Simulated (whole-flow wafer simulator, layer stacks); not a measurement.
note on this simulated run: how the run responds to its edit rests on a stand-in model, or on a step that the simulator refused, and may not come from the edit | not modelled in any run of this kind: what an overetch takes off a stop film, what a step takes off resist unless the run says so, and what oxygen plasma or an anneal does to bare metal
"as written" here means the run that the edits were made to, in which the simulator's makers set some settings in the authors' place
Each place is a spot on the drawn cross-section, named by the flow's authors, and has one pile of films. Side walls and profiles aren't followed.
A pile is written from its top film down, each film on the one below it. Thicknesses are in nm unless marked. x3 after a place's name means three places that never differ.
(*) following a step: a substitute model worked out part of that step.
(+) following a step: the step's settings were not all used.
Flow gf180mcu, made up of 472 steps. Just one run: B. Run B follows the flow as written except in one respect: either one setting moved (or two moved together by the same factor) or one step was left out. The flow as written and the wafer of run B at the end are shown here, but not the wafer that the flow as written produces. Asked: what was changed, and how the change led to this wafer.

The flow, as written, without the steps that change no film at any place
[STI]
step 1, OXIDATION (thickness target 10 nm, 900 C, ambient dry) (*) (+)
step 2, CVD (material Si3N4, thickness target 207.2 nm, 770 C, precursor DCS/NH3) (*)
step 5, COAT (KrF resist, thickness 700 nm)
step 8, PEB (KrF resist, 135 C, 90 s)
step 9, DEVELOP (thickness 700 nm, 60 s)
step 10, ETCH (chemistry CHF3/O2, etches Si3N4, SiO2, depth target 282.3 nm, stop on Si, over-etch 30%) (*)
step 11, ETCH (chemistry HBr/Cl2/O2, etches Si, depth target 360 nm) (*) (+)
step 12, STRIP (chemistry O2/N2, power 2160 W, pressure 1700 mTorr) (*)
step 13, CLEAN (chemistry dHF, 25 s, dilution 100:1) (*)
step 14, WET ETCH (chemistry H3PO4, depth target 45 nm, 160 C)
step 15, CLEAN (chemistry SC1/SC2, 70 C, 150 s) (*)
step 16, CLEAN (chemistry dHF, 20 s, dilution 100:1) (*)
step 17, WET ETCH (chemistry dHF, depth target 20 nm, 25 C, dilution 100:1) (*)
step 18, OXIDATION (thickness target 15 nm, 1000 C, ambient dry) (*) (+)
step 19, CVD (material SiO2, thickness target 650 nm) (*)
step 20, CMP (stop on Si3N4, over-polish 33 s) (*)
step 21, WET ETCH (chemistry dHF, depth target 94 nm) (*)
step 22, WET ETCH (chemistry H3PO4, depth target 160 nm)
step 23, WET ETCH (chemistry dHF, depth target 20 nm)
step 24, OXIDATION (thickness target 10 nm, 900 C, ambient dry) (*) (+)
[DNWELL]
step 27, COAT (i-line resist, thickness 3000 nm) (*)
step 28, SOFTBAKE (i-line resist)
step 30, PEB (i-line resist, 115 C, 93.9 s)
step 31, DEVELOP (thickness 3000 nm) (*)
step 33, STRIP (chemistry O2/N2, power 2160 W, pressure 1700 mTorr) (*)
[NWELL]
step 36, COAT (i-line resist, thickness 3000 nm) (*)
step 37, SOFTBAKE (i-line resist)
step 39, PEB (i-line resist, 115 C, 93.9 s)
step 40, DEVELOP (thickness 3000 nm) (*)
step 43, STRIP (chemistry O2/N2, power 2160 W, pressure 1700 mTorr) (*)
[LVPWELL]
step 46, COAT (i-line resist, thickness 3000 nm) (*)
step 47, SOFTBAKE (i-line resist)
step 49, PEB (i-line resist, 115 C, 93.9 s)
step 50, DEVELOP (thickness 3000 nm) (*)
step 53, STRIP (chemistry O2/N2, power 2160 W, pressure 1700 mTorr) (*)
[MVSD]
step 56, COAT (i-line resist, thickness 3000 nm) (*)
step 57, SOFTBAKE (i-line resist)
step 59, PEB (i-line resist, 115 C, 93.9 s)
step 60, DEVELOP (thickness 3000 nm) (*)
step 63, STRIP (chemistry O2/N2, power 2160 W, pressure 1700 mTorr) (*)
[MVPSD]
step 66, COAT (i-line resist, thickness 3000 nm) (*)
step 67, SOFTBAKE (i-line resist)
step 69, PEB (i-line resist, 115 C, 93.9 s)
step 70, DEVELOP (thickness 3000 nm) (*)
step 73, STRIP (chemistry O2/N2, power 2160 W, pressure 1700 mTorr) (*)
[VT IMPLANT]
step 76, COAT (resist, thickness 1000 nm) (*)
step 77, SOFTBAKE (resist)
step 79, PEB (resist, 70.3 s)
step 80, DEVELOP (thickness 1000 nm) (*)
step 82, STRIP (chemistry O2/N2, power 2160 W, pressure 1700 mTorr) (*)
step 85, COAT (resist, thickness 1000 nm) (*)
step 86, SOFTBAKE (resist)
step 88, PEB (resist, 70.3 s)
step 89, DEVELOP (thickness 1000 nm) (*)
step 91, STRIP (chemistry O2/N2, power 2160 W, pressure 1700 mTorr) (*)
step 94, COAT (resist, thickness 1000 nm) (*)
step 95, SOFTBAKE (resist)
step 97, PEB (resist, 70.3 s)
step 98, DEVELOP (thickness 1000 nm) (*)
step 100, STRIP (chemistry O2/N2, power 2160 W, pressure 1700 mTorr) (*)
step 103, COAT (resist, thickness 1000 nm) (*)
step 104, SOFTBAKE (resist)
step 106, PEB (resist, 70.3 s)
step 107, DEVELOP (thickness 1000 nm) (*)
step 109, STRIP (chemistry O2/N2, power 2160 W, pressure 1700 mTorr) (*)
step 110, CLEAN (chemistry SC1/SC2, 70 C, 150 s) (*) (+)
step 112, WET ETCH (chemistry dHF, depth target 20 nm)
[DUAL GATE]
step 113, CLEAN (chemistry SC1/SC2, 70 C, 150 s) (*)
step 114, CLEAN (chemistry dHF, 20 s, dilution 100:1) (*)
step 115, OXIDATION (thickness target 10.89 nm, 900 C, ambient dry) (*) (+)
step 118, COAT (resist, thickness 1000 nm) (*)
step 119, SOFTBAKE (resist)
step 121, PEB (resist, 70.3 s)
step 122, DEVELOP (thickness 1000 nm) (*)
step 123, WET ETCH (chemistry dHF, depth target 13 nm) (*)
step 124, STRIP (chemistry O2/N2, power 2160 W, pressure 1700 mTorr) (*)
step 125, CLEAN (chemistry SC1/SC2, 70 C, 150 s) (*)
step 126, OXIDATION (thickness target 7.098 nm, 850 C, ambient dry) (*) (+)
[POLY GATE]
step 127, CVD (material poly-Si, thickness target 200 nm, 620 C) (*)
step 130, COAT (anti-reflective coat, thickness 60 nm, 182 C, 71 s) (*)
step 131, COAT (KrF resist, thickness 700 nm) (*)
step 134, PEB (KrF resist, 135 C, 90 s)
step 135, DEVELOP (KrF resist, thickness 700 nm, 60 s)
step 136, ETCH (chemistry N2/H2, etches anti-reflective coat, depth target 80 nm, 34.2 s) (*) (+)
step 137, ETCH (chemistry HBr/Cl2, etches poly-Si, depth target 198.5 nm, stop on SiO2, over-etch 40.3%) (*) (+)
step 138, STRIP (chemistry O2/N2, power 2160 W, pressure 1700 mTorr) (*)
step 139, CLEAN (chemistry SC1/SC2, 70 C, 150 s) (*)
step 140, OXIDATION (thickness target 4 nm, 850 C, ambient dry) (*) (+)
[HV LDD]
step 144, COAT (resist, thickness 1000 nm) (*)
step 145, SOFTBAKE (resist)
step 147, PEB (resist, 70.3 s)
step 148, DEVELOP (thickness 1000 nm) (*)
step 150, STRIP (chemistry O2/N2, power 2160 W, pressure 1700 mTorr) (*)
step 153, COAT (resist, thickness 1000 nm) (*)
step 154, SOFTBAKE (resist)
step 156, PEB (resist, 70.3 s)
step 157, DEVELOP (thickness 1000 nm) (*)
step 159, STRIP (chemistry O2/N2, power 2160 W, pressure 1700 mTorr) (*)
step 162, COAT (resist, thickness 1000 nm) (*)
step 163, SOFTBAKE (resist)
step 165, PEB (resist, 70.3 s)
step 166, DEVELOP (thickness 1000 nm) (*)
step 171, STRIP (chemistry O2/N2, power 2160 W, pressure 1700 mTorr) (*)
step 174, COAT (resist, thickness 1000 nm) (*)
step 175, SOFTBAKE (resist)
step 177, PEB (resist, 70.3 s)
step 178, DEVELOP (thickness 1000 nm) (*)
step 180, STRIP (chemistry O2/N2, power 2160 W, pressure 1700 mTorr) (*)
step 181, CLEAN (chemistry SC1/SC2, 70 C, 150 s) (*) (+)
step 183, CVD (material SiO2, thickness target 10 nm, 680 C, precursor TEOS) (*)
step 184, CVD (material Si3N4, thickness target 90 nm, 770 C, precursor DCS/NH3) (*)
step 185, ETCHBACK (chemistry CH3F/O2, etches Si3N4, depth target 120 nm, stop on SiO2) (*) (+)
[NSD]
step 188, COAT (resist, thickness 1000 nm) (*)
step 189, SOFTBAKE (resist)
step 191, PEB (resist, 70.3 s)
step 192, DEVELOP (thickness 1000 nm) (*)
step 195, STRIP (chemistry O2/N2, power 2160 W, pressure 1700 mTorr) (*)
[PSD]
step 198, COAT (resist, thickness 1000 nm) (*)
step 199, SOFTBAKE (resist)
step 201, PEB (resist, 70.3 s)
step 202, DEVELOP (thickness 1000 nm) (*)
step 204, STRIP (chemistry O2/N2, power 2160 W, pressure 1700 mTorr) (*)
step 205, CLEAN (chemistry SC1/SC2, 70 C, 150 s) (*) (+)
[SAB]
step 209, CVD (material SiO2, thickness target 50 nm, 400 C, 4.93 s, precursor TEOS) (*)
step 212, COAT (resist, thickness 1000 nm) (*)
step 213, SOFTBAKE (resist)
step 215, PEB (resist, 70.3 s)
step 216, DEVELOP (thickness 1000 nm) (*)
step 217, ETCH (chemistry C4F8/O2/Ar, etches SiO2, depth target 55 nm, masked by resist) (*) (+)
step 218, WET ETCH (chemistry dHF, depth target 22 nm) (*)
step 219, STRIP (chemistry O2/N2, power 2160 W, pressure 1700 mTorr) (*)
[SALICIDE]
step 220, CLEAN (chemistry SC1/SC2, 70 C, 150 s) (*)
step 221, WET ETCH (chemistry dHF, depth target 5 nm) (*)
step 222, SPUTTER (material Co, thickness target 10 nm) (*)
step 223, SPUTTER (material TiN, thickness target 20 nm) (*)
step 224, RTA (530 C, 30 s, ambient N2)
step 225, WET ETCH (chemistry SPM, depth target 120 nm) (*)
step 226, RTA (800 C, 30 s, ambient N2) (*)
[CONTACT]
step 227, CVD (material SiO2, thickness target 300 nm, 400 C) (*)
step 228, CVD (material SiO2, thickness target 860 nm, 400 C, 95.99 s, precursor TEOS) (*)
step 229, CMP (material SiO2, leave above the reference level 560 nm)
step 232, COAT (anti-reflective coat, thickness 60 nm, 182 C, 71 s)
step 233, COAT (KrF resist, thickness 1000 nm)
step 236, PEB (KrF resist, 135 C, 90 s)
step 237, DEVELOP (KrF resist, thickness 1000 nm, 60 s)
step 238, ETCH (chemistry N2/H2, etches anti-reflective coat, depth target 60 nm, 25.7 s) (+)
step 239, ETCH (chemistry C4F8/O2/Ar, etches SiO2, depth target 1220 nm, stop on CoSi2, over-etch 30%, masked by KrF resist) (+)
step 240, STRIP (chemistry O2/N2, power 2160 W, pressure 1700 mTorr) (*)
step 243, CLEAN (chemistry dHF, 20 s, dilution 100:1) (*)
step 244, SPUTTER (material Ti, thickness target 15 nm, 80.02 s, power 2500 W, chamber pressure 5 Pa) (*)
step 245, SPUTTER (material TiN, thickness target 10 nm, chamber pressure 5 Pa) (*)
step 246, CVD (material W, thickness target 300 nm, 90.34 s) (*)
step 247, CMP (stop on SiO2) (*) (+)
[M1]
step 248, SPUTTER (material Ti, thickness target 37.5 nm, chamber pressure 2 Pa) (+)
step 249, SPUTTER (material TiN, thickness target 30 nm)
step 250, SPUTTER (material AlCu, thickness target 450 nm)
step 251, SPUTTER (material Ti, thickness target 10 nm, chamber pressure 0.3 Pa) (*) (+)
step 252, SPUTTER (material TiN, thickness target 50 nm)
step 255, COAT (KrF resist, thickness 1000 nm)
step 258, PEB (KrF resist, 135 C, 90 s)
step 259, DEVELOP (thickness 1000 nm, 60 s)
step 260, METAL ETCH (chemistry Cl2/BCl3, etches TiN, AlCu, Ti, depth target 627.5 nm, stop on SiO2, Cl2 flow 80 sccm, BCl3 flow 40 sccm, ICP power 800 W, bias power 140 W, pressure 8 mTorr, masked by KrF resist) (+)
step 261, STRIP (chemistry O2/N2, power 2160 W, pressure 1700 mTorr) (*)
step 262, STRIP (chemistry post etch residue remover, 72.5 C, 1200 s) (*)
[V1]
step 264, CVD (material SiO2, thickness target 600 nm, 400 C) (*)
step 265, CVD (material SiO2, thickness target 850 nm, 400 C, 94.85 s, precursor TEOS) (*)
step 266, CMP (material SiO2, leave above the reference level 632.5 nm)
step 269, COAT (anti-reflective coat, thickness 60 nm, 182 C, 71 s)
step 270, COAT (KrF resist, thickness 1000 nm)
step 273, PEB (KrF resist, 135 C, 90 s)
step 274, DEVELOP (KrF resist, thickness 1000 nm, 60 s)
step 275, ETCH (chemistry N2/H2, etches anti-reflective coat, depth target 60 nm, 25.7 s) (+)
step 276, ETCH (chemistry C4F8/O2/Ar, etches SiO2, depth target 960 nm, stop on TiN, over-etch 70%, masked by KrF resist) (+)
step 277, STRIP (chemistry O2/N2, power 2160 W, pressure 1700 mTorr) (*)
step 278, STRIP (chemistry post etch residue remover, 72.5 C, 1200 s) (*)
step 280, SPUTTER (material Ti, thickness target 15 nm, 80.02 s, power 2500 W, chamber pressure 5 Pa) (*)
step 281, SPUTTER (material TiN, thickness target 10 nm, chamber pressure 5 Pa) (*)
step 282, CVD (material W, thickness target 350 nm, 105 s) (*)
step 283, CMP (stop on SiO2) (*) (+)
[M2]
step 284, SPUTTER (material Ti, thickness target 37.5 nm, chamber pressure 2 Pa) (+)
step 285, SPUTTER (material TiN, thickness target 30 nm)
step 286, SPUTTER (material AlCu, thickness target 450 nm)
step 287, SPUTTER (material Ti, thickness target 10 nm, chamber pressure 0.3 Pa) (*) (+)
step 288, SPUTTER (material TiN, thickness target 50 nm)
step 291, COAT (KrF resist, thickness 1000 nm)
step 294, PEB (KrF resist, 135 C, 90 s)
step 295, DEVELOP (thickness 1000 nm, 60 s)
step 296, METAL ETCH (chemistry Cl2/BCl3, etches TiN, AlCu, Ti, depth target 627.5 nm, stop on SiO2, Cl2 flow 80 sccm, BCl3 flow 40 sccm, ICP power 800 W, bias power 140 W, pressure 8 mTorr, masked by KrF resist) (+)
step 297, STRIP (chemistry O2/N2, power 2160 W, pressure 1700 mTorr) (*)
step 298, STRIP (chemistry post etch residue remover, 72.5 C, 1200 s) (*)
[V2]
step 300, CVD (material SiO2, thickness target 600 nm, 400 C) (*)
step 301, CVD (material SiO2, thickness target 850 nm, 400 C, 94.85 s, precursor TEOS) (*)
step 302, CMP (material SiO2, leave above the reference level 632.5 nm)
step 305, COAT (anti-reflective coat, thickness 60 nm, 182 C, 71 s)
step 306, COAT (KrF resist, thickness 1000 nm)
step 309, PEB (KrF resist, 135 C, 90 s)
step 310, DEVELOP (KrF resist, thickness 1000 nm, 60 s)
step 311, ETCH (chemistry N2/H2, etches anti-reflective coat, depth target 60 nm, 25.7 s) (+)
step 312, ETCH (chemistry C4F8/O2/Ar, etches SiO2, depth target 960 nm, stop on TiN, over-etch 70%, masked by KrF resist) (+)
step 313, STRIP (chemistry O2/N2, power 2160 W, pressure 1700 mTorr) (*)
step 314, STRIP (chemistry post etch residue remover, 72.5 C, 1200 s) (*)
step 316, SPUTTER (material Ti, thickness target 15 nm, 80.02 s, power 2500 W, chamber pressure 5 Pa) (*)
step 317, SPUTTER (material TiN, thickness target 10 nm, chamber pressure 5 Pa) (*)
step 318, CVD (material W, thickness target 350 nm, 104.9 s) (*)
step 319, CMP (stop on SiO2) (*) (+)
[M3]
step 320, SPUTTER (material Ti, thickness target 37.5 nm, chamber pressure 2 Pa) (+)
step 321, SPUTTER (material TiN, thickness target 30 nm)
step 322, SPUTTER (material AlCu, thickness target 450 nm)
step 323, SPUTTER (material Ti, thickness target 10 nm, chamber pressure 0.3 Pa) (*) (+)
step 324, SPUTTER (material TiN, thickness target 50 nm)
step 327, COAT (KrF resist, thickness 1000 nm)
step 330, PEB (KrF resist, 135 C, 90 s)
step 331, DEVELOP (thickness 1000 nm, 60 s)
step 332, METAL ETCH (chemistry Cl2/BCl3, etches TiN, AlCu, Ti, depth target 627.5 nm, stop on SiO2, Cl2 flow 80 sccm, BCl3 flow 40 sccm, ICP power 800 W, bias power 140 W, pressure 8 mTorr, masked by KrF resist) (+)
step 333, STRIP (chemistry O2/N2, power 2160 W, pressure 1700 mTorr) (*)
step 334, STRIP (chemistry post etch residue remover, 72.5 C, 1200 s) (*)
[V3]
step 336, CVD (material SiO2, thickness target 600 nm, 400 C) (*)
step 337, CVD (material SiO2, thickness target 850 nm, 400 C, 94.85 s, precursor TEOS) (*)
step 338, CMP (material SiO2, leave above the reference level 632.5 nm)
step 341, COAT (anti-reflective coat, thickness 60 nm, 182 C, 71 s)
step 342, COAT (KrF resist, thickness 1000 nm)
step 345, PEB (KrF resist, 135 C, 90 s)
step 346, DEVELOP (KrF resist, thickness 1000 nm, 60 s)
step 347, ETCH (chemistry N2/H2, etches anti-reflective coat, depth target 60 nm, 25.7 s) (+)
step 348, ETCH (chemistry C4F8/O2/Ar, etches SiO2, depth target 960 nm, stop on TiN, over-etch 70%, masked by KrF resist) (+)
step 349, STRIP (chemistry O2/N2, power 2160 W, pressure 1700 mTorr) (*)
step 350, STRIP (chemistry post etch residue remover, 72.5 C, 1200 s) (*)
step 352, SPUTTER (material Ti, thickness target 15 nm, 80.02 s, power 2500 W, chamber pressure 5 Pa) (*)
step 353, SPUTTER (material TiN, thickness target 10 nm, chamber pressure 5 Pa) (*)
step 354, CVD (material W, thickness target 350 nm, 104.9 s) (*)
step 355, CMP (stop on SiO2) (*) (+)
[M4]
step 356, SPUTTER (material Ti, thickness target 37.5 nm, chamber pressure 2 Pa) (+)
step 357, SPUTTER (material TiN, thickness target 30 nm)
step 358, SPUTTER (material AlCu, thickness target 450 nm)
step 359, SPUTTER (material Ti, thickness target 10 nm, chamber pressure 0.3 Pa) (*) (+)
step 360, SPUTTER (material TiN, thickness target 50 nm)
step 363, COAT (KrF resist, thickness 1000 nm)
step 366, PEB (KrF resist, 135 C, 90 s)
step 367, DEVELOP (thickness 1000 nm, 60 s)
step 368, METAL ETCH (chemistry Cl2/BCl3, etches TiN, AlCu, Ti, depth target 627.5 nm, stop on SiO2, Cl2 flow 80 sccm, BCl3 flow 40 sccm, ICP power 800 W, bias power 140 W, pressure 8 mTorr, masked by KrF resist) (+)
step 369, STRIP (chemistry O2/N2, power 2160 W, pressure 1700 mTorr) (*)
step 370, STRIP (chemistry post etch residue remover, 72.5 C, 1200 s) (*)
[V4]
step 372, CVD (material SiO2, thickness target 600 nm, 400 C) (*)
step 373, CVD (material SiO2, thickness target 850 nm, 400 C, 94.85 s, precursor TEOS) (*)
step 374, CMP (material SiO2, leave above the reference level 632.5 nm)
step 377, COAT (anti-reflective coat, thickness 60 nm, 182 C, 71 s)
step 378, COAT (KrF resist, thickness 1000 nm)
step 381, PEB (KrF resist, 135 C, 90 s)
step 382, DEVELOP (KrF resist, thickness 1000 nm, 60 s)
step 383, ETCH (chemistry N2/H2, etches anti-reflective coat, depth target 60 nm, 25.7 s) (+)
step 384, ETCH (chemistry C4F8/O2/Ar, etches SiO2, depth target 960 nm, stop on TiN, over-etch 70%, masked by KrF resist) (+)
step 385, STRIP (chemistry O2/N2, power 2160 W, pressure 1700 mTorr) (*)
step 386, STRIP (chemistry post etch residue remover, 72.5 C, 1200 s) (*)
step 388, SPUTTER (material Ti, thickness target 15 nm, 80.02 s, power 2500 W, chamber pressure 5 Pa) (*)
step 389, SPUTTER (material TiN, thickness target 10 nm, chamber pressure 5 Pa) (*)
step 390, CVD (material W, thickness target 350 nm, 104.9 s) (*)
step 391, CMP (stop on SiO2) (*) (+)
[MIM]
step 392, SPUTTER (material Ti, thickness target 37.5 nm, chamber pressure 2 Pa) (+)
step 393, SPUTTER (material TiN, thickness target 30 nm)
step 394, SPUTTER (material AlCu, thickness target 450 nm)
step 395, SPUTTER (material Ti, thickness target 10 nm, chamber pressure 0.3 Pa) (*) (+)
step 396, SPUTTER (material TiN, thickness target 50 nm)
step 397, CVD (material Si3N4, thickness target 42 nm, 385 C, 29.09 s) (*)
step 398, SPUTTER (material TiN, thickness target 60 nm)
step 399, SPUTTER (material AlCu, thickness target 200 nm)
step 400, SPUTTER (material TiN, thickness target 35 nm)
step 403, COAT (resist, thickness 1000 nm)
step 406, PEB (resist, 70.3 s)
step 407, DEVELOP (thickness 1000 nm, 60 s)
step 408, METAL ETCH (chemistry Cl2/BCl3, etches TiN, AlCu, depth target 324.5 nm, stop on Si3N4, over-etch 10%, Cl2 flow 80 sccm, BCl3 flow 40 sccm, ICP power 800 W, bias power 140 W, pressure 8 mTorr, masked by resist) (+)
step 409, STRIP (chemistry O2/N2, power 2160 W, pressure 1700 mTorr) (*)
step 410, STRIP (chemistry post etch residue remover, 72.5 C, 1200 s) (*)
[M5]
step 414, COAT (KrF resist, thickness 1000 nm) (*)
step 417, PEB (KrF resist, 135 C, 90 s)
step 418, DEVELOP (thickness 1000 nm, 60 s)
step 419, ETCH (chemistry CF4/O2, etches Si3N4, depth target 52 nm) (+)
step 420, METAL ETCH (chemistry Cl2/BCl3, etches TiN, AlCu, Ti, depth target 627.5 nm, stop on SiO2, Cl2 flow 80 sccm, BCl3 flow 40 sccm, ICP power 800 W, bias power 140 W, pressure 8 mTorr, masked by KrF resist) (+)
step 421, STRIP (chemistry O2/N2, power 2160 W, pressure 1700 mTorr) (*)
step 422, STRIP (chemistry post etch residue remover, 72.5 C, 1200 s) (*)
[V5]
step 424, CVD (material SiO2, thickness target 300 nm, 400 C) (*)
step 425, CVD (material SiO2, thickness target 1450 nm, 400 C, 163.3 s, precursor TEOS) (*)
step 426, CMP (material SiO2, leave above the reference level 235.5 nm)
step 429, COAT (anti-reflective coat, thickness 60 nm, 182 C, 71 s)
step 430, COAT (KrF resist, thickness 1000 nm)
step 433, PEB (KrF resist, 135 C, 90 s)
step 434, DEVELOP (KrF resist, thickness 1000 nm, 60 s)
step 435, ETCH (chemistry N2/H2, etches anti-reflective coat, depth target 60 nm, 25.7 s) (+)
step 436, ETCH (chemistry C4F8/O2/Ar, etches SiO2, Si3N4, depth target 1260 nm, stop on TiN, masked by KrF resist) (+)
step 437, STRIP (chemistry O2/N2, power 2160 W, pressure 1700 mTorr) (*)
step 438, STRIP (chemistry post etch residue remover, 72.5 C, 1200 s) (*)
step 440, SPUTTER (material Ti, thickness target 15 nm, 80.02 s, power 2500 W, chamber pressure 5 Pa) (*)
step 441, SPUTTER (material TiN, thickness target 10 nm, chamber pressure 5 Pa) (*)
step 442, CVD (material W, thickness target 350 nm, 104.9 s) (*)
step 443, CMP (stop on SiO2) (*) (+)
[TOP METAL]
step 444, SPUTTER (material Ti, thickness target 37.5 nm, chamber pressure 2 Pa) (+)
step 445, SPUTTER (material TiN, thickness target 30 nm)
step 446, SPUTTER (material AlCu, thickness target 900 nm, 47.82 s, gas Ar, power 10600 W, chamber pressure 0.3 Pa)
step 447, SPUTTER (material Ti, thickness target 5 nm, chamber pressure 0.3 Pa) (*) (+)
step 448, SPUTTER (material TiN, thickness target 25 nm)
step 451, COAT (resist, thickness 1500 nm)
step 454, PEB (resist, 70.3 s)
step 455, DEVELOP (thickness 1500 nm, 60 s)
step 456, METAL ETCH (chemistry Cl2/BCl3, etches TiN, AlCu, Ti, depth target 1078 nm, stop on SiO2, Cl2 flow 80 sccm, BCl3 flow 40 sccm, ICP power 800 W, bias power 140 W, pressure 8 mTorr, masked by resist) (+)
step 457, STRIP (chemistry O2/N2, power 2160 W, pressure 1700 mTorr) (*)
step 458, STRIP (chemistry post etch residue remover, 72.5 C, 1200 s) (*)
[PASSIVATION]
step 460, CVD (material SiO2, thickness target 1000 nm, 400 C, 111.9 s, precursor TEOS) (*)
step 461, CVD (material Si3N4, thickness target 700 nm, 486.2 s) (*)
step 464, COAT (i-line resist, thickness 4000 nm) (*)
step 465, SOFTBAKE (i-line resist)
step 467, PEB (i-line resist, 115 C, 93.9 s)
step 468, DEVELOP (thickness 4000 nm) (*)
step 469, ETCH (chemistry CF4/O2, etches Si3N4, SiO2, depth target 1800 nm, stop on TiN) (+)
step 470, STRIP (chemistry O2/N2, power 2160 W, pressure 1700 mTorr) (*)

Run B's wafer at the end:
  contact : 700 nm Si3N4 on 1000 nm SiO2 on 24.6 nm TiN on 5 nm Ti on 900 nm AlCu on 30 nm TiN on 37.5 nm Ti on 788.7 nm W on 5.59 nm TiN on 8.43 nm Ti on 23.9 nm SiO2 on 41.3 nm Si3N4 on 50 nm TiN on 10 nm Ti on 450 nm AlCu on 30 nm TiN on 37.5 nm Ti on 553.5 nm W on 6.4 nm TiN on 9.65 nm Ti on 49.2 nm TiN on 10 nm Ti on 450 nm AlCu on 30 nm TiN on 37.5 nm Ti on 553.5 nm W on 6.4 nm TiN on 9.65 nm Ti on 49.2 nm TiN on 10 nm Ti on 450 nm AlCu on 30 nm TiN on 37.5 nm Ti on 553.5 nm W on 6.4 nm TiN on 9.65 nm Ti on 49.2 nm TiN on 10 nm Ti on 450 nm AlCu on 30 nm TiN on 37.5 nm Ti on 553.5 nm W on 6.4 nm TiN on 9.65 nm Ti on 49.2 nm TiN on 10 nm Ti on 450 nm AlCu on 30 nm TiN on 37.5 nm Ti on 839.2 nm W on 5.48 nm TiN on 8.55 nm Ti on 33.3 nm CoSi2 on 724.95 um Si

What caused this: step 436, ETCH: depth target 806 nm was run, though the flow has depth target 1260 nm.

Step by step, how the change led to this:
  step 436, ETCH (chemistry C4F8/O2/Ar, etches SiO2, Si3N4, depth target 1260 nm, stop on TiN, masked by KrF resist) (+)
      contact: -806 SiO2 (as written it would have been: -829.9 SiO2 (all of it), -41.3 Si3N4 (all of it))
      field, field__w1, field__w2 and 108 more: -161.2 KrF resist (as written it would have been: -252 KrF resist)
  step 437, STRIP (chemistry O2/N2, power 2160 W, pressure 1700 mTorr) (*)
      field, field__w1, field__w2 and 108 more: -770 KrF resist (all of it), -60 anti-reflective coat (all of it) (as written it would have been: -679.2 KrF resist (all of it), -60 anti-reflective coat (all of it))
  step 442, CVD (material W, thickness target 350 nm, 104.9 s) (*)
      contact: +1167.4 W (new film) (as written it would have been: +1233.6 W (new film))
If metal films that touch count as one body, contact has 2 bodies (between them, from the top down: SiO2 23.9 / Si3N4 41.3); the flow as written gives 1 body.
